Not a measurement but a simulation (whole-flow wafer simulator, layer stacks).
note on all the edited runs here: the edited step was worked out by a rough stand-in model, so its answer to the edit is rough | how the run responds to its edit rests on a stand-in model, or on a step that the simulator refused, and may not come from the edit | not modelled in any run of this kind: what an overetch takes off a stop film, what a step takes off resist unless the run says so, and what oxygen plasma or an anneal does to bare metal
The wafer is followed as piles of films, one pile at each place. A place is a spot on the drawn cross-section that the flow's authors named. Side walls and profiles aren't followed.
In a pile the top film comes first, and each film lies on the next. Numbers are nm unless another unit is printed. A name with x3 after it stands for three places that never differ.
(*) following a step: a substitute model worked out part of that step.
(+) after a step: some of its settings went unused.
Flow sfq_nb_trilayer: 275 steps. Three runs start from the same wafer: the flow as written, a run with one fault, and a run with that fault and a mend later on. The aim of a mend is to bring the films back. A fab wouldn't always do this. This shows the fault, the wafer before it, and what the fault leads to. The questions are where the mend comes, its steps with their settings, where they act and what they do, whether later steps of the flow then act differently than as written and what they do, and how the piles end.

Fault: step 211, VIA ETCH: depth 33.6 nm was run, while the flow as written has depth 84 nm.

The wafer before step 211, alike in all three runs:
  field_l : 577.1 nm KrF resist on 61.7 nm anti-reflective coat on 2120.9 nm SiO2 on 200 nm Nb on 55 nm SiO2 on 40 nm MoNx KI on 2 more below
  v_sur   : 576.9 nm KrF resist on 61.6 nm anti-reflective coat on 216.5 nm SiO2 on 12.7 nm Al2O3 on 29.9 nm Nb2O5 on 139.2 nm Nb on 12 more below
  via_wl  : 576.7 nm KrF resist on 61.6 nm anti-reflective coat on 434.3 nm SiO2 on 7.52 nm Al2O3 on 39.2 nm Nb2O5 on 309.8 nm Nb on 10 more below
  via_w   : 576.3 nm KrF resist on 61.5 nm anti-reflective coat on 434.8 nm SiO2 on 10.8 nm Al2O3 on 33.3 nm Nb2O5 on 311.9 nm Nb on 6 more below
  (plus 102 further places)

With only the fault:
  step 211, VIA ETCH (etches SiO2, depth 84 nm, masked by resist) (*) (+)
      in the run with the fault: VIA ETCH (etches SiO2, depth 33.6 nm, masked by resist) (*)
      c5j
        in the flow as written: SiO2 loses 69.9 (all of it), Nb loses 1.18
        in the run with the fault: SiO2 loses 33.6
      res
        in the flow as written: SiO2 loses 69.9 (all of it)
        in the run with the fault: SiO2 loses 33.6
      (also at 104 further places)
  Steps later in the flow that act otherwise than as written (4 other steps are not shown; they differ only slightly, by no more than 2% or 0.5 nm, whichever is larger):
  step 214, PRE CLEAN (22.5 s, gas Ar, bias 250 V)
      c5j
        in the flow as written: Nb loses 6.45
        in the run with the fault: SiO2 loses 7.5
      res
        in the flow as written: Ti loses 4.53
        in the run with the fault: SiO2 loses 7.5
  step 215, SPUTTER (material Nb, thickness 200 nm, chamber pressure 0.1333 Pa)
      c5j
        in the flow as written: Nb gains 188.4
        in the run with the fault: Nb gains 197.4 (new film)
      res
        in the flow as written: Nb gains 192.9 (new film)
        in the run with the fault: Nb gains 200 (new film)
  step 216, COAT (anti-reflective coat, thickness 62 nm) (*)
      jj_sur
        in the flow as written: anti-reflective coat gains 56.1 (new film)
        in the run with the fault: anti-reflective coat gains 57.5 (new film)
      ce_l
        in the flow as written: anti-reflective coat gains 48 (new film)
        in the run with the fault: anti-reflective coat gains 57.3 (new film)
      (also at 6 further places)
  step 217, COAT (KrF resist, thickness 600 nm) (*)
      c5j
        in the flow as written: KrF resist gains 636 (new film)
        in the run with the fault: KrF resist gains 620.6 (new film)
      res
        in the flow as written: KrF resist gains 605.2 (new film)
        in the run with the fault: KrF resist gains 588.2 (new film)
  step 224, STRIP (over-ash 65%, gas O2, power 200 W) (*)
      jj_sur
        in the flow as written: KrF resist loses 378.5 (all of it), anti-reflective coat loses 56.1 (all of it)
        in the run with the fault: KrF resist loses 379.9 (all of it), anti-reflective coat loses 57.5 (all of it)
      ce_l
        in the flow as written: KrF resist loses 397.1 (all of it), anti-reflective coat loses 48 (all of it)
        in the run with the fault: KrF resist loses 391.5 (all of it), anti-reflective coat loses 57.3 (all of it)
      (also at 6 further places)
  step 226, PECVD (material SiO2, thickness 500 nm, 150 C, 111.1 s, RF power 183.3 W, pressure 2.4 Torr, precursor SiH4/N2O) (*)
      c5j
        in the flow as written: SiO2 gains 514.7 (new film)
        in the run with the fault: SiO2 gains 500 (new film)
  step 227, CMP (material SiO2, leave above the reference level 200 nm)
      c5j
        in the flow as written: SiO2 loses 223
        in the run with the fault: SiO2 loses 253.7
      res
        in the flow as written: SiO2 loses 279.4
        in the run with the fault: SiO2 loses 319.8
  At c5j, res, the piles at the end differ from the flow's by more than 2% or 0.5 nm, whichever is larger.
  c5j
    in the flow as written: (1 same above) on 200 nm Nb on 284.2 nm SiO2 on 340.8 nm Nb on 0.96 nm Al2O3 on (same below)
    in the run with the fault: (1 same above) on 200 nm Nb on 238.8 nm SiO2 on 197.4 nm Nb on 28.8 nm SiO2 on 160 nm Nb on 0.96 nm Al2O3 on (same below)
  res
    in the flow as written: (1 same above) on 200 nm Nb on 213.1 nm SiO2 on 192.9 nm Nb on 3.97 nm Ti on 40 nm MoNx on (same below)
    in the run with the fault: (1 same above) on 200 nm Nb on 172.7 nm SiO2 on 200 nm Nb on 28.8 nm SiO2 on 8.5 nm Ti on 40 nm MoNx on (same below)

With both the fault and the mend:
  The mend stands after step 212.
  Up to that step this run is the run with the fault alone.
  step 212a, COAT (anti-reflective coat, thickness 62 nm) (*) (the flow's step 204 again)
      lsp_m, ln_m6, p4_fl x3 and 61 more
        anti-reflective coat gains 62 (new film)
      lsp_r, l0_sur, l0v, wl_a_sl, wl_a_m6, wl_a_sr, wl_g_sr
        anti-reflective coat gains 61.9 (new film)
      field_l, v_sur
        anti-reflective coat gains 61.6 (new film)
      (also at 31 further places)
  step 212b, COAT (KrF resist, thickness 650 nm) (*) (the flow's step 205 again)
      p4_fl x3, p4_w1 x9, p4_g1 x2 and 33 more
        KrF resist gains 650 (new film)
      wl_b_m5, wl_b_sr, wl_c_sl and 12 more
        KrF resist gains 649.9 (new film)
      lsp_r, wl_j_sl, wl_j_sr
        KrF resist gains 650.2 (new film)
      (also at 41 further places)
  step 212c, SOFTBAKE (KrF resist) (the flow's step 206 again)
      leaves every film unchanged at each place that is followed
  step 212d, EXPOSE (photomask C5, dose 11.94 mJ/cm2, NA 0.6, wavelength 248 nm) (*) (the flow's step 207 again)
      leaves every film unchanged at each place that is followed
  step 212e, PEB (KrF resist, 90 s) (the flow's step 208 again)
      field_l, sp_r, lsp_l and 78 more
        KrF resist loses 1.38
      v_sur, via_wl, via_w, via_wr, via_sp, be_sur, jj_sur
        KrF resist loses 1.37
      moat, field_r, wl_jj
        KrF resist loses 1.39
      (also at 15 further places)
  step 212f, DEVELOP (KrF resist, thickness 650 nm, 60 s) (the flow's step 209 again)
      field_l, v_sur, via_wl and 101 more
        KrF resist loses 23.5
      c5j
        KrF resist loses 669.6 (all of it)
      res
        KrF resist loses 636.6 (all of it)
  step 212g, VIA ETCH (etches anti-reflective coat, depth 125 nm, masked by resist) (*) (+) (the flow's step 210 again)
      field_l, v_sur, via_wl and 101 more
        KrF resist loses 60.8
      c5j
        anti-reflective coat loses 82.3 (all of it), SiO2 loses 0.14
      res
        anti-reflective coat loses 73 (all of it), SiO2 loses 0.18
  step 212h, VIA ETCH (etches SiO2, depth 50.4 nm, masked by resist) (*) (+) (the flow's step 211 again, with other settings)
      field_l, v_sur, via_wl and 101 more
        KrF resist loses 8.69
      c5j
        SiO2 loses 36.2 (all of it), Nb loses 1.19
      res
        SiO2 loses 36.1 (all of it)
  step 212i, STRIP (over-ash 65%, gas O2, power 200 W) (*) (the flow's step 212 again)
      p4_fl x3, p4_w1 x9, p4_g1 x2 and 33 more
        KrF resist loses 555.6 (all of it), anti-reflective coat loses 62 (all of it)
      wl_b_m5, wl_b_sr, wl_c_sl and 12 more
        KrF resist loses 555.5 (all of it), anti-reflective coat loses 62 (all of it)
      l0_sur, l0v
        KrF resist loses 555.7 (all of it), anti-reflective coat loses 61.9 (all of it)
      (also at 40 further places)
  None of the later steps of the flow differs from how it acts as written, at any place that is followed, by more than 2% or 0.5 nm, whichever is larger.
  By the end, the piles equal the flow's at every place that both follow.
